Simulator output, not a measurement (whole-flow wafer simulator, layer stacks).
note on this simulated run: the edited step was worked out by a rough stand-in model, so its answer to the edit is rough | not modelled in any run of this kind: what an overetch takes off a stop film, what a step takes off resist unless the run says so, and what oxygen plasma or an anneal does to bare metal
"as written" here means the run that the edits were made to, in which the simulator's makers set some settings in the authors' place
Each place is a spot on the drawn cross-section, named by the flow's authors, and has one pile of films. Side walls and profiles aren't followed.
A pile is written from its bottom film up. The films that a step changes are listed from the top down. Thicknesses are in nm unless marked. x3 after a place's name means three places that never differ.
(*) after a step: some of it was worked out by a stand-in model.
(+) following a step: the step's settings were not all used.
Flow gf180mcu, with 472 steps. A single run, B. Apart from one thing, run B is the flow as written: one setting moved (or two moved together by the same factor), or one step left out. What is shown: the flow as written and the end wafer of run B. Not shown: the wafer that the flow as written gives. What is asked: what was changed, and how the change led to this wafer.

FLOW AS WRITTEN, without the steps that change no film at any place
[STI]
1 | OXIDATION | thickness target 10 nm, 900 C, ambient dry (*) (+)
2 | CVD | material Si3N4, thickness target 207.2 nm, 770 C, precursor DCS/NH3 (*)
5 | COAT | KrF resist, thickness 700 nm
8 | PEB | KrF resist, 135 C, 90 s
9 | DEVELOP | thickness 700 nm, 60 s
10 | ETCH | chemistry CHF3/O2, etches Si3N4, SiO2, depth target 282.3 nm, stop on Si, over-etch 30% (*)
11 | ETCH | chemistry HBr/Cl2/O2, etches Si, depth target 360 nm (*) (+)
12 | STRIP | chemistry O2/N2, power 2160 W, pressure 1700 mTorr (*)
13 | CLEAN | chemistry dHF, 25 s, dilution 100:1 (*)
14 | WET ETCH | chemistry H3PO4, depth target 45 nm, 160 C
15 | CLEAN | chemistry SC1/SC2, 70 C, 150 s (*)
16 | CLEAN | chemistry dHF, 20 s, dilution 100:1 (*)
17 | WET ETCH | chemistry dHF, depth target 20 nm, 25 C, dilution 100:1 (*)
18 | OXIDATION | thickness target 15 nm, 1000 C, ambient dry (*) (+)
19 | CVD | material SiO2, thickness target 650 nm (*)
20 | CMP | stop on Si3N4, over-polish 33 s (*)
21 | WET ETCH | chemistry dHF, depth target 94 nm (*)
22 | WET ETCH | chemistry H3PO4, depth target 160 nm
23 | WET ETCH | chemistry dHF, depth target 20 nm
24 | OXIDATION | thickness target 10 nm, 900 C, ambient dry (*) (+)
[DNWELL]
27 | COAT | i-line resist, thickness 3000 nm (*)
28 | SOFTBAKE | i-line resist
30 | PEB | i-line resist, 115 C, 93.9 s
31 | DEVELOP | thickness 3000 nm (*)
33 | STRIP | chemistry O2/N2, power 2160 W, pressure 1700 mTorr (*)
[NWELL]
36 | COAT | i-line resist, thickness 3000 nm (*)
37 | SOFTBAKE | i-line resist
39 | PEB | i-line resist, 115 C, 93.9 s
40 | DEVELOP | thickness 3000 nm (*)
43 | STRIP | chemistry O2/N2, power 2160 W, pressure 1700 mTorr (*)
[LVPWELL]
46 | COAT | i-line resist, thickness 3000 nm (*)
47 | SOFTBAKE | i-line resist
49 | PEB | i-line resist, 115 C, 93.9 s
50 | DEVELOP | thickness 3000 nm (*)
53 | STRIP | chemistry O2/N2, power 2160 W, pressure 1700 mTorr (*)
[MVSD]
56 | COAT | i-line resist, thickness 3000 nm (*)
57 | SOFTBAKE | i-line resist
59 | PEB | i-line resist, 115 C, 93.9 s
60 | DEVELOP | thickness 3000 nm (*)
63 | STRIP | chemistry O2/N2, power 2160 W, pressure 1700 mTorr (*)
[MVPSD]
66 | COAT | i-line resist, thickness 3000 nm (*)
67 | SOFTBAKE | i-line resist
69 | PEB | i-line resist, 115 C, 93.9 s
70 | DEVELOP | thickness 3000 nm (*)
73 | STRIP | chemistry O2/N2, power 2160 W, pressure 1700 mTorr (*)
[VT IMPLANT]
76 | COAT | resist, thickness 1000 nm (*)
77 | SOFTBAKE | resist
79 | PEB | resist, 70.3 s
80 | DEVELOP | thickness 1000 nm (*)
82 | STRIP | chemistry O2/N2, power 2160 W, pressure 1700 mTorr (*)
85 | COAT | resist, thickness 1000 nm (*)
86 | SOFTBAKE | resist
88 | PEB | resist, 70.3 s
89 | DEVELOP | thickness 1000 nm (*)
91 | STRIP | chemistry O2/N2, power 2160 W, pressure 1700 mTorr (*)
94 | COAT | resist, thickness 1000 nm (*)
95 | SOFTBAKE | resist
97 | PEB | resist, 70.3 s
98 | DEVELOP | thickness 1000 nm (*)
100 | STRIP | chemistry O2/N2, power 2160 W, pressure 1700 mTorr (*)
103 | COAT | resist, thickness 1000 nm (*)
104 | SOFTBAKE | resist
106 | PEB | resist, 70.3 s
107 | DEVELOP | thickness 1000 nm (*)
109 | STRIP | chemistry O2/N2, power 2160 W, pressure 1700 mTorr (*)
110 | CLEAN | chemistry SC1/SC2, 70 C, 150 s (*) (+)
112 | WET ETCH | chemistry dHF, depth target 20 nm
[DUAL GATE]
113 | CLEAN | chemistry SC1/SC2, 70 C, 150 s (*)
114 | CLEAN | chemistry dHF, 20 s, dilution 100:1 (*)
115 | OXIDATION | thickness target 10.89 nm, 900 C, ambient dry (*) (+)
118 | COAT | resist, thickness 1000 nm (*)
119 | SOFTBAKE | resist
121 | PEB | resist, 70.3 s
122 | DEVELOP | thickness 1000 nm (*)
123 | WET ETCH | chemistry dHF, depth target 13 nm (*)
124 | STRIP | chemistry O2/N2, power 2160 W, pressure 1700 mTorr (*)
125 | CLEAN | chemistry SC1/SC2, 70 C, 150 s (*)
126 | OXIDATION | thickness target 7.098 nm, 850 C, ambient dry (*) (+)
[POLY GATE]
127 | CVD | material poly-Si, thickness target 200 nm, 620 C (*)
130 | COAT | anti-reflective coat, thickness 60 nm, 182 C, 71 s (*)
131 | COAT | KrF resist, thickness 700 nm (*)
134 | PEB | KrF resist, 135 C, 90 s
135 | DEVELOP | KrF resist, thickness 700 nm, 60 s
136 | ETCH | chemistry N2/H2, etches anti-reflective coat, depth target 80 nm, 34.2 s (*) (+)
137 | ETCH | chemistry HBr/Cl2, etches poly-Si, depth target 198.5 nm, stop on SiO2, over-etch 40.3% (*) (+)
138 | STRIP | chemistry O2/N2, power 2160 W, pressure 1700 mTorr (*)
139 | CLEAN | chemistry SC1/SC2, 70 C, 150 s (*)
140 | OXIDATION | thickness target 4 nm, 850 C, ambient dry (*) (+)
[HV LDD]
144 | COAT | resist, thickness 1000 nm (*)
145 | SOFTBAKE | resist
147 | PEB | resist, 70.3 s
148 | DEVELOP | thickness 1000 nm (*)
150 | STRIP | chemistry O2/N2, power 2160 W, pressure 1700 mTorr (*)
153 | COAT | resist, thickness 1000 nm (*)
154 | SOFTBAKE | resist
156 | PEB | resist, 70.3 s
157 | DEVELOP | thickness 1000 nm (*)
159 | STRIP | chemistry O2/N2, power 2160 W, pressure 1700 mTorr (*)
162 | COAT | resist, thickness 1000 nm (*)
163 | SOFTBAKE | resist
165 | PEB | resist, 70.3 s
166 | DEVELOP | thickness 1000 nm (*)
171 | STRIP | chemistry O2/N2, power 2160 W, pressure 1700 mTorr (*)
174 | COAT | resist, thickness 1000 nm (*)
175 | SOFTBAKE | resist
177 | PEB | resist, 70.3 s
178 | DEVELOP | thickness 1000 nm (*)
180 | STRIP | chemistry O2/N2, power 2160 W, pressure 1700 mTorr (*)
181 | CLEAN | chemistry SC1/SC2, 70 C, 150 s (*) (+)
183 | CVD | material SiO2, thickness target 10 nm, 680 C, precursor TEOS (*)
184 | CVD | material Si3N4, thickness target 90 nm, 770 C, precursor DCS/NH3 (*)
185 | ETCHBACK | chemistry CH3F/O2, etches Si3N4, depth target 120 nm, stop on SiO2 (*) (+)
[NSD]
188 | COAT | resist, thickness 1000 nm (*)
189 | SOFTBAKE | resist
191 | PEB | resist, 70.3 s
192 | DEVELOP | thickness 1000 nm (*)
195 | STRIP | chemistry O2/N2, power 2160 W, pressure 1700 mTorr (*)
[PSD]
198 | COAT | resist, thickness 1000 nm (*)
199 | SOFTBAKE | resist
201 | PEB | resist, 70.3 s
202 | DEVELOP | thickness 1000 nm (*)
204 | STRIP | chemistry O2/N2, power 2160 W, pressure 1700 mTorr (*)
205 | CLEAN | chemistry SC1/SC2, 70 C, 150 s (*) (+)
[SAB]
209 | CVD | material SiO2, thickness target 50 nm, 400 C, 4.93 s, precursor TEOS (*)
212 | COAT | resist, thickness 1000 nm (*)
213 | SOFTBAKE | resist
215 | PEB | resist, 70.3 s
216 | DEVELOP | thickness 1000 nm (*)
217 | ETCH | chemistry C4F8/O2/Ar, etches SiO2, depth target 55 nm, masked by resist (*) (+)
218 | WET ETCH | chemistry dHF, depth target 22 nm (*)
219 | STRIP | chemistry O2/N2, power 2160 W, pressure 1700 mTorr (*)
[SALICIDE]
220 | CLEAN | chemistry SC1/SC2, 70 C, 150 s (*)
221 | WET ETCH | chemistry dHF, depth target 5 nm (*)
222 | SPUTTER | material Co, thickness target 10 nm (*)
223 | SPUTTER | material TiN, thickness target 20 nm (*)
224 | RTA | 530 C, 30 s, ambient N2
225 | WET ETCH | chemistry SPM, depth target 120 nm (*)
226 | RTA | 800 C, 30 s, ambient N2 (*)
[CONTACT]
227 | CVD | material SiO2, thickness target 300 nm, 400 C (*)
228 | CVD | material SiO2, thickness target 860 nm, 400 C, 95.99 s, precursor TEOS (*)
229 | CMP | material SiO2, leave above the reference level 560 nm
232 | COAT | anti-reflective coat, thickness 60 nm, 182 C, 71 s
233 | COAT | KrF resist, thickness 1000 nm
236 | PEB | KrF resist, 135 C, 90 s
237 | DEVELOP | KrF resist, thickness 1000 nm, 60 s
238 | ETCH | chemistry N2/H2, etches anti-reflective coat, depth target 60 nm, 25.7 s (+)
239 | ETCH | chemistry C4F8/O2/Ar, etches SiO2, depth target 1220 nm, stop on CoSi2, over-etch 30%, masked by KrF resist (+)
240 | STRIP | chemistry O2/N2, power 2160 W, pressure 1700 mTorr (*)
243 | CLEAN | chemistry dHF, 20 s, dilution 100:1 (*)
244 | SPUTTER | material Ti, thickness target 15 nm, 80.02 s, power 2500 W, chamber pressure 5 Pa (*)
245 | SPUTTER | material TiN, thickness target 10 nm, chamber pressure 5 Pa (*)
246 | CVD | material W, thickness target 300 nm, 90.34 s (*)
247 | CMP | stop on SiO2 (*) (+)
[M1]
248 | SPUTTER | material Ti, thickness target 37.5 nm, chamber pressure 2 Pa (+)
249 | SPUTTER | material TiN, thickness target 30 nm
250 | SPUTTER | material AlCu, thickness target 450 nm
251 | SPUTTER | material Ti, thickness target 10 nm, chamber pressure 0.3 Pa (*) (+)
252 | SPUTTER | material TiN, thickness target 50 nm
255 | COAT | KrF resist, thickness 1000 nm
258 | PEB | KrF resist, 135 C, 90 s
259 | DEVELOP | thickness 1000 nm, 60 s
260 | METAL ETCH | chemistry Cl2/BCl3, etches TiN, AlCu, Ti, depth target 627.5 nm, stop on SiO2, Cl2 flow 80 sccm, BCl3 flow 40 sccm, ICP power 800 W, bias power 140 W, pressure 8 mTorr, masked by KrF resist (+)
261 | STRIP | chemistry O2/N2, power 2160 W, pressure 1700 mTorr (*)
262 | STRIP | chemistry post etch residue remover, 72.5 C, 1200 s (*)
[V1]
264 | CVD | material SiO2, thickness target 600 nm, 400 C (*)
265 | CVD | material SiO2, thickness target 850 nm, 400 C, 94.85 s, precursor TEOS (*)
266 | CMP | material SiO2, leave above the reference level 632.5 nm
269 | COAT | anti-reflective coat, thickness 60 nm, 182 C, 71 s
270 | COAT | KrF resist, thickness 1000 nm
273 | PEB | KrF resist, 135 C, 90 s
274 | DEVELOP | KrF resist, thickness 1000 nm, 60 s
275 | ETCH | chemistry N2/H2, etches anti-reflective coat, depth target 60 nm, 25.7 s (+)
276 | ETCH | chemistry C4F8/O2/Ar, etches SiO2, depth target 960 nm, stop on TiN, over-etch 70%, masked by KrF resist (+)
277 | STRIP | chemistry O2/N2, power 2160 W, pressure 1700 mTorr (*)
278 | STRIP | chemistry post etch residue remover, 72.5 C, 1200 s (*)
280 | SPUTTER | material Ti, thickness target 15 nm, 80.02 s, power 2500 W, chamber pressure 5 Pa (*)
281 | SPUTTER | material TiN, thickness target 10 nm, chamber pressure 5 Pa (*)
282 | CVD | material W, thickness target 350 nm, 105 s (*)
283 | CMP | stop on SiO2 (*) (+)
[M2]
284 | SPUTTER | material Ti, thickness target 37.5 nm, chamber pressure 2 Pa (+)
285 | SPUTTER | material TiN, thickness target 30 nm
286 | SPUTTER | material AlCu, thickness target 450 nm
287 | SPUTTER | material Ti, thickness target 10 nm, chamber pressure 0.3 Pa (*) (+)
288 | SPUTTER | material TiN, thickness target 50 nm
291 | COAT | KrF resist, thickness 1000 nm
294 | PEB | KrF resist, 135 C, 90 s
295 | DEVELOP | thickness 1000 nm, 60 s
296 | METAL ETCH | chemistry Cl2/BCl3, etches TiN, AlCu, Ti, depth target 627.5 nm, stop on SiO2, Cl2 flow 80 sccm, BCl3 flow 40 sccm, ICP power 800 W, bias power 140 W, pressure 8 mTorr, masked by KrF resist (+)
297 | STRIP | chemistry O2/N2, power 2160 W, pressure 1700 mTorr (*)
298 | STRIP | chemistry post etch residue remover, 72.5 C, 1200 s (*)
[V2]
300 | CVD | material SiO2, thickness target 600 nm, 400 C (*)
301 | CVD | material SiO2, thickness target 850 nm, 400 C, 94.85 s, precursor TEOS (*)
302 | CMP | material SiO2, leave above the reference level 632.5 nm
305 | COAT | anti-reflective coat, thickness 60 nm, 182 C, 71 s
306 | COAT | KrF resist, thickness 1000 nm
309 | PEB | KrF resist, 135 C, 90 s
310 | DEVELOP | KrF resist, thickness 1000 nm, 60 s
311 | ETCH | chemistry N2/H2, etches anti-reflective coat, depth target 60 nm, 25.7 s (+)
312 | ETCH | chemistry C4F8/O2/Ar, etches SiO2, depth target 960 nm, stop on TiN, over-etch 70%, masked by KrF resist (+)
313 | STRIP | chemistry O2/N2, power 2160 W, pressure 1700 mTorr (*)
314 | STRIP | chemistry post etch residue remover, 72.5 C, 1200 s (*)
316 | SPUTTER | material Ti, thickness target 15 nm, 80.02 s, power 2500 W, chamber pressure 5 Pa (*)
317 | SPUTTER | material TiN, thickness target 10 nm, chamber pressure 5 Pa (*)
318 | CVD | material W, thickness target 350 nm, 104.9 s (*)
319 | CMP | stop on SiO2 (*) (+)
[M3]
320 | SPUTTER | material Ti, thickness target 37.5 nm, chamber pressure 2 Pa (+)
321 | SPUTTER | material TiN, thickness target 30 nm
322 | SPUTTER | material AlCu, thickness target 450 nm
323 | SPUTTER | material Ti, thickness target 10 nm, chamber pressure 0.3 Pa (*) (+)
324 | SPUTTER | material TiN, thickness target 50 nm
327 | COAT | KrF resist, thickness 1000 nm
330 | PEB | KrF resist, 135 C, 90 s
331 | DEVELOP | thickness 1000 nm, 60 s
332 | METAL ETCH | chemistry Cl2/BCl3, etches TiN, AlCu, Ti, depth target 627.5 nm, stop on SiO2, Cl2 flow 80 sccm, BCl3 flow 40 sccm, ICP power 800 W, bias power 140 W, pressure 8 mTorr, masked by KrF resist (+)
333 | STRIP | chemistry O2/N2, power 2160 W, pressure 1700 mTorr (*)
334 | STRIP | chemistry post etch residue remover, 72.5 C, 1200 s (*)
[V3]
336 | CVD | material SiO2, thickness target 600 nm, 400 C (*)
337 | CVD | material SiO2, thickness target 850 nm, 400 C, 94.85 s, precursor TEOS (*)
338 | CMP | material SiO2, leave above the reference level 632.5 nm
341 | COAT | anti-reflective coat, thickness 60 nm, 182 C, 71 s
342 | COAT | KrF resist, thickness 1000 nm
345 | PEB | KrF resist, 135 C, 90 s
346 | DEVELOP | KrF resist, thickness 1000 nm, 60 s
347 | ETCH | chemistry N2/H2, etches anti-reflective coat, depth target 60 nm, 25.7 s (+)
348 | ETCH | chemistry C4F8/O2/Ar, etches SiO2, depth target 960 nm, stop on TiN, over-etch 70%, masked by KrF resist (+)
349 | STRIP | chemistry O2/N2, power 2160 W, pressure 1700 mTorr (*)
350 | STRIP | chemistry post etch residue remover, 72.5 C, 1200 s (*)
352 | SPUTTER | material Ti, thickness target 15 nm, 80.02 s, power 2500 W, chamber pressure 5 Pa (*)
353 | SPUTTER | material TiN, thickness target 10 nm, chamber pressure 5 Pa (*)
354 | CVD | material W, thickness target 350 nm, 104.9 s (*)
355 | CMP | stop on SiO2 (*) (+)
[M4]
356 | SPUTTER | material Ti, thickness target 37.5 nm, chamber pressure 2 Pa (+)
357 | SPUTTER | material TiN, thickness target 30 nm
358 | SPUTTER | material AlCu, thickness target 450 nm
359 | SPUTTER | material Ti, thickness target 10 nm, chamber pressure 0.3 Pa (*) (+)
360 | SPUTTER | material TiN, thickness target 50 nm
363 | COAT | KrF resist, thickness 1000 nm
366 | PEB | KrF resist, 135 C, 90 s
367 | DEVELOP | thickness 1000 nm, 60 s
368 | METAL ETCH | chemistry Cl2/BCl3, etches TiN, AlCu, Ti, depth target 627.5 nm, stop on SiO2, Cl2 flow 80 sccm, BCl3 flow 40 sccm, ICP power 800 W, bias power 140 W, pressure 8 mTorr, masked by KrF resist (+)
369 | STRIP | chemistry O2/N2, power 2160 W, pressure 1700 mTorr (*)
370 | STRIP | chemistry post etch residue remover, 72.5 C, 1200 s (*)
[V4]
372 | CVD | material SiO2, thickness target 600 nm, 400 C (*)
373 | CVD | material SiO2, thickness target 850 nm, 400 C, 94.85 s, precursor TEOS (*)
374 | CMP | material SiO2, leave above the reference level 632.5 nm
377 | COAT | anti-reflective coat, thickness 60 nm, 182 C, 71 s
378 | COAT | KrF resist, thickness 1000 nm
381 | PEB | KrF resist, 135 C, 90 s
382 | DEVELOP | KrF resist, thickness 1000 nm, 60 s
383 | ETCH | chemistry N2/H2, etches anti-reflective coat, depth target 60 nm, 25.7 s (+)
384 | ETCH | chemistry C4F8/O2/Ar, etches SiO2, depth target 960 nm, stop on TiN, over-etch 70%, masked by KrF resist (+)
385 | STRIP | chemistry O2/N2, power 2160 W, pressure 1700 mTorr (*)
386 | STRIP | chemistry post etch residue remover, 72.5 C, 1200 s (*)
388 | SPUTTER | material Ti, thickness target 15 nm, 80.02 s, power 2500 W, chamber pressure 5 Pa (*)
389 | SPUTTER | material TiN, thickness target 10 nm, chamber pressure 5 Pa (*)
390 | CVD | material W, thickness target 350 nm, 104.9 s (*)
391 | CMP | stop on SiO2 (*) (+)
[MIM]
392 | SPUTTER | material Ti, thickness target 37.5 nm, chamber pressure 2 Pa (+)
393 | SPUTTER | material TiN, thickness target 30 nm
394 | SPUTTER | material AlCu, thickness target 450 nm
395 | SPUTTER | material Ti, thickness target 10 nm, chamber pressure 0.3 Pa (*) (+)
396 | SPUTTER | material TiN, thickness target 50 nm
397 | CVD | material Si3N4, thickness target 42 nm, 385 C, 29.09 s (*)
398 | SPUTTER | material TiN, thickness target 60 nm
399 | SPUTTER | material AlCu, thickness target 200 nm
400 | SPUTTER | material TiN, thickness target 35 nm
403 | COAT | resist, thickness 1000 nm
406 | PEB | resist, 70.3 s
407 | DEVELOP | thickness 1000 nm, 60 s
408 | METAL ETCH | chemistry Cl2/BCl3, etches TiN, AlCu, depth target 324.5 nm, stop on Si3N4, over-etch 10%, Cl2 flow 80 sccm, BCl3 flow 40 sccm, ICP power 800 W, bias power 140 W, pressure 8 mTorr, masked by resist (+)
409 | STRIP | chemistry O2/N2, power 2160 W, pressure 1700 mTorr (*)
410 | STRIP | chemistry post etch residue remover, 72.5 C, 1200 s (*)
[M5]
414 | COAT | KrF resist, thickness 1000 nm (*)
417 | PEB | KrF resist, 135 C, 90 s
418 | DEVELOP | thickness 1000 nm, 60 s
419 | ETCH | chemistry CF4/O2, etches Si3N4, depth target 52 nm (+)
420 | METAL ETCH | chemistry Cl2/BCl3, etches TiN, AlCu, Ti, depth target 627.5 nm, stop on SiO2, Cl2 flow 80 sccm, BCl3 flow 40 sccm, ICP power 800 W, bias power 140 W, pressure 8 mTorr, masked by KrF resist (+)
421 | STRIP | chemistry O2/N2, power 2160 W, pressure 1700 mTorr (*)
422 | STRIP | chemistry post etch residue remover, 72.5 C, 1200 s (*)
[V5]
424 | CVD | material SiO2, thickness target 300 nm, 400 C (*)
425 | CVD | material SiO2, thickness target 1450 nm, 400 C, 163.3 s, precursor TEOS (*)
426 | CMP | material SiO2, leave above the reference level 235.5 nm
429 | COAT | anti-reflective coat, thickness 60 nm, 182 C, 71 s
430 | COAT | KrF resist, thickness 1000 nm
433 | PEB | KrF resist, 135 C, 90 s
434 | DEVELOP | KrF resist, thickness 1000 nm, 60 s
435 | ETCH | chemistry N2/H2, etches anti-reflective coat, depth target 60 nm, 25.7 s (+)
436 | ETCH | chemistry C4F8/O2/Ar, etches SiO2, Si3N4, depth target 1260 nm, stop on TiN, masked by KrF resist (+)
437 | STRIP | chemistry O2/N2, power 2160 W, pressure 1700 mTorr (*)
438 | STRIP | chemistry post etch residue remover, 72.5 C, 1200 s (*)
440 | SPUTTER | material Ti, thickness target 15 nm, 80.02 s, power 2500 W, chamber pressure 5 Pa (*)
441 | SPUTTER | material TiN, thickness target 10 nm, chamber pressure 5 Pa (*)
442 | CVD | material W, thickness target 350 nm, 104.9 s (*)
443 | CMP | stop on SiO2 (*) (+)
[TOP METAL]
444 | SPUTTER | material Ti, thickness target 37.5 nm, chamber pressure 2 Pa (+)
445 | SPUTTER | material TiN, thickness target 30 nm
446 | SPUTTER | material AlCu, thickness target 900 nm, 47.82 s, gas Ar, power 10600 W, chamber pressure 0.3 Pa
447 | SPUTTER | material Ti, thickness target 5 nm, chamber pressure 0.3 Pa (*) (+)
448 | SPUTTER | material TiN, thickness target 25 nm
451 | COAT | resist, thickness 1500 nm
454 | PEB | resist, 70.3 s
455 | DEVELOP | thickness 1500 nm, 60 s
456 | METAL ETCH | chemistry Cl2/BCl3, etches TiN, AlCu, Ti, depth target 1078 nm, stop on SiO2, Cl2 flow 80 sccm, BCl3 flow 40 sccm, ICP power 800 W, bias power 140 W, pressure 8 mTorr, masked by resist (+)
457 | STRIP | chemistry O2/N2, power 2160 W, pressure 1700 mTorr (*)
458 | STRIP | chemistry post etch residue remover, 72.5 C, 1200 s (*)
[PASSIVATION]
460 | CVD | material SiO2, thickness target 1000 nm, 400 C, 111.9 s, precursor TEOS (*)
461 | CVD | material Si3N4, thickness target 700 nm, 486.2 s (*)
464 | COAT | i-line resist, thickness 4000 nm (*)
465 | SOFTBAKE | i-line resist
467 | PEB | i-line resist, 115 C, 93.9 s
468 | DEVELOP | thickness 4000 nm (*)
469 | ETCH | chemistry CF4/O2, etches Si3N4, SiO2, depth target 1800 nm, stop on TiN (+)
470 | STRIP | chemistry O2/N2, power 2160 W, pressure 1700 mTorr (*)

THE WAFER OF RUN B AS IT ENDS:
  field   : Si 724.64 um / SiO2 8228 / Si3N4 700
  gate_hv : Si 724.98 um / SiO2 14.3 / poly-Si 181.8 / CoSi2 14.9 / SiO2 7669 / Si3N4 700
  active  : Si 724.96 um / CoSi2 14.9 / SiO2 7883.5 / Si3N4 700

The reason: step 222, SPUTTER: thickness target 4.25 nm was run, while the flow as written has thickness target 10 nm.

How this came from the change, step by step:
  222 | SPUTTER | material Co, thickness target 10 nm (*)
      field, field__w7, field__w8 and 71 more: Co gains 4.25 (new film) (in the flow as written it would be: Co gains 10 (new film))
      field__w6, field_sub, field_sub__w2: Co gains 4.23 (new film) (in the flow as written it would be: Co gains 9.95 (new film))
      (also at 34 further places)
  224 | RTA | 530 C, 30 s, ambient N2
      gate, gate_hv, gate_p and 22 more: under 1 film: CoSi gains 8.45 (new film), Co loses 4.25 (all of it), poly-Si loses 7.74 (in the flow as written it would be: under 1 film: CoSi gains 19.9 (new film), Co loses 10 (all of it), poly-Si loses 18.2)
      active, p_well, sd_n and 11 more: under 1 film: CoSi gains 8.45 (new film), Co loses 4.25 (all of it), Si loses 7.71 (in the flow as written it would be: under 1 film: CoSi gains 19.9 (new film), Co loses 10 (all of it), Si loses 18.1)
      (also at 10 further places)
  225 | WET ETCH | chemistry SPM, depth target 120 nm (*)
      field, field__w7, field__w8 and 32 more: TiN loses 20 (all of it), Co loses 4.25 (all of it) (in the flow as written it would be: TiN loses 20 (all of it), Co loses 10 (all of it))
      field__w9, nw_enc_fld_lv__w3: TiN loses 19.1 (all of it), Co loses 4.08 (all of it) (in the flow as written it would be: TiN loses 19.1 (all of it), Co loses 9.6 (all of it))
      (also at 25 further places)
  226 | RTA | 800 C, 30 s, ambient N2 (*)
      gate, gate_hv, gate_p and 22 more: CoSi2 gains 14.9 (new film), CoSi loses 8.45 (all of it), poly-Si loses 7.74 (in the flow as written it would be: CoSi2 gains 35 (new film), CoSi loses 19.9 (all of it), poly-Si loses 18.2)
      active, p_well, sd_n and 11 more: CoSi2 gains 14.9 (new film), CoSi loses 8.45 (all of it), Si loses 7.71 (in the flow as written it would be: CoSi2 gains 35 (new film), CoSi loses 19.9 (all of it), Si loses 18.1)
      (also at 10 further places)
